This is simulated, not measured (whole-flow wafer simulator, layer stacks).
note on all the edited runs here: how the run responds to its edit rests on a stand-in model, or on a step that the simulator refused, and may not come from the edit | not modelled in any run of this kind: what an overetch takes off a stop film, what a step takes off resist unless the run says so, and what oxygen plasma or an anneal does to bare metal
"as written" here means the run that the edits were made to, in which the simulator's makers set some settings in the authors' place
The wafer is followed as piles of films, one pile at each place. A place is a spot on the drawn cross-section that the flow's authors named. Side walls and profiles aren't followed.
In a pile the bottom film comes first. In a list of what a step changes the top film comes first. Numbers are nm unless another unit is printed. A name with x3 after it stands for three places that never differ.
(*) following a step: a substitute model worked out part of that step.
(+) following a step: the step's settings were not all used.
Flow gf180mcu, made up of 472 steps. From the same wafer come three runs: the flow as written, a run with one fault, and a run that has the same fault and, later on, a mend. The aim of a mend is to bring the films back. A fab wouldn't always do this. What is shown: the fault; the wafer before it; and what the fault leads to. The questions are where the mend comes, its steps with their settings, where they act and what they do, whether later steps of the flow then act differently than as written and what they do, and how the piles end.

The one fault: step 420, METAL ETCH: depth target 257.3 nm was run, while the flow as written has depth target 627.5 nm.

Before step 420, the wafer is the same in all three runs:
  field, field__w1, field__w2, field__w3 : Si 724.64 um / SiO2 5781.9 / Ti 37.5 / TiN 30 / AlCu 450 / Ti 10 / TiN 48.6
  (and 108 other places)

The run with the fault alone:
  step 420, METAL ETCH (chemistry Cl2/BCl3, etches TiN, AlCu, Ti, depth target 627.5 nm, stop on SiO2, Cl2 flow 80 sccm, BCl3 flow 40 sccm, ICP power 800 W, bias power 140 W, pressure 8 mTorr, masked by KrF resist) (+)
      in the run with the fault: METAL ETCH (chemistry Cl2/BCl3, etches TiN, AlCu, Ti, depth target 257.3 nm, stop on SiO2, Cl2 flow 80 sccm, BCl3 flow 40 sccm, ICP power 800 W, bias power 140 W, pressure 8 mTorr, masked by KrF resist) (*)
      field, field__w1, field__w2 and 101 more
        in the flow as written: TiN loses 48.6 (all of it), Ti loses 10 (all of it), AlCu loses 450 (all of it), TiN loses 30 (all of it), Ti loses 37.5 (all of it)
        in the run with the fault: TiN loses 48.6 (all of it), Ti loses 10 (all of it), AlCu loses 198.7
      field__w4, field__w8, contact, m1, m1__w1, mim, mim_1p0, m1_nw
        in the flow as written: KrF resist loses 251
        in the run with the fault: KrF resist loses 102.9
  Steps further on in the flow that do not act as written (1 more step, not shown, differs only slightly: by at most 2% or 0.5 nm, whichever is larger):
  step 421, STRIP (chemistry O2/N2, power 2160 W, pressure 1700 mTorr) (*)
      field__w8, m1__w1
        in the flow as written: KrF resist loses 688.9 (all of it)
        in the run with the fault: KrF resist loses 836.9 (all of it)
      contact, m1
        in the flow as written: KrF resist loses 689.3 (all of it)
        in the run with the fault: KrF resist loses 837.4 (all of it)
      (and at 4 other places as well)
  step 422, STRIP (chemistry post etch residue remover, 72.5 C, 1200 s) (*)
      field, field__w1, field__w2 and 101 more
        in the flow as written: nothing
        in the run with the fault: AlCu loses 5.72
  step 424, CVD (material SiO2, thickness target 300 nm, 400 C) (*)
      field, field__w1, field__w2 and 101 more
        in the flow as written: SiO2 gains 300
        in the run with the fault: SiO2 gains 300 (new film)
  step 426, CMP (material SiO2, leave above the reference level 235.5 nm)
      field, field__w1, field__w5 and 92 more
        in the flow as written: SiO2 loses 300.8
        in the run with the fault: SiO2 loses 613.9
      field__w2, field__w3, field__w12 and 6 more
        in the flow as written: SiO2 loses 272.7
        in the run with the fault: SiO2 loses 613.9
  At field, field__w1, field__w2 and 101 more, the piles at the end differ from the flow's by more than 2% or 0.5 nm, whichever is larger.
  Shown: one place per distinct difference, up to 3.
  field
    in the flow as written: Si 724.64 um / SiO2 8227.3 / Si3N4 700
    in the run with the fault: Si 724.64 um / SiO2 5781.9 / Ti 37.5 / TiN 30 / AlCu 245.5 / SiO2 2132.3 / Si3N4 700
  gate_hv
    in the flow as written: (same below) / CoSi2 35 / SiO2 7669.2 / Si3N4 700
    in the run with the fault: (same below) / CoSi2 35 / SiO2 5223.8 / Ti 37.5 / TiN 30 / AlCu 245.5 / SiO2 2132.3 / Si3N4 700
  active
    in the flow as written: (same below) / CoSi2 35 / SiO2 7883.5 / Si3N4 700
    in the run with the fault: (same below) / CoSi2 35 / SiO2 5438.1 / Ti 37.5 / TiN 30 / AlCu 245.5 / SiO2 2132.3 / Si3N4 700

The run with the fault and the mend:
  The mend stands after step 420.
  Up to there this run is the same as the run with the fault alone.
  step 420a, METAL ETCH (chemistry Cl2/BCl3, etches TiN, AlCu, Ti, depth target 370.2 nm, stop on SiO2, Cl2 flow 80 sccm, BCl3 flow 40 sccm, ICP power 800 W, bias power 140 W, pressure 8 mTorr, masked by KrF resist) (+) (the flow's step 420 again, with other settings)
      field, field__w1, field__w2 and 101 more
        AlCu loses 251.3 (all of it), TiN loses 30 (all of it), Ti loses 37.5 (all of it)
      field__w4, field__w8, contact, m1, m1__w1, mim, mim_1p0, m1_nw
        KrF resist loses 148.1
  Every later step of the flow that is run acts as written at every place that is followed.
  The piles end the same as the flow's at every place that both follow.
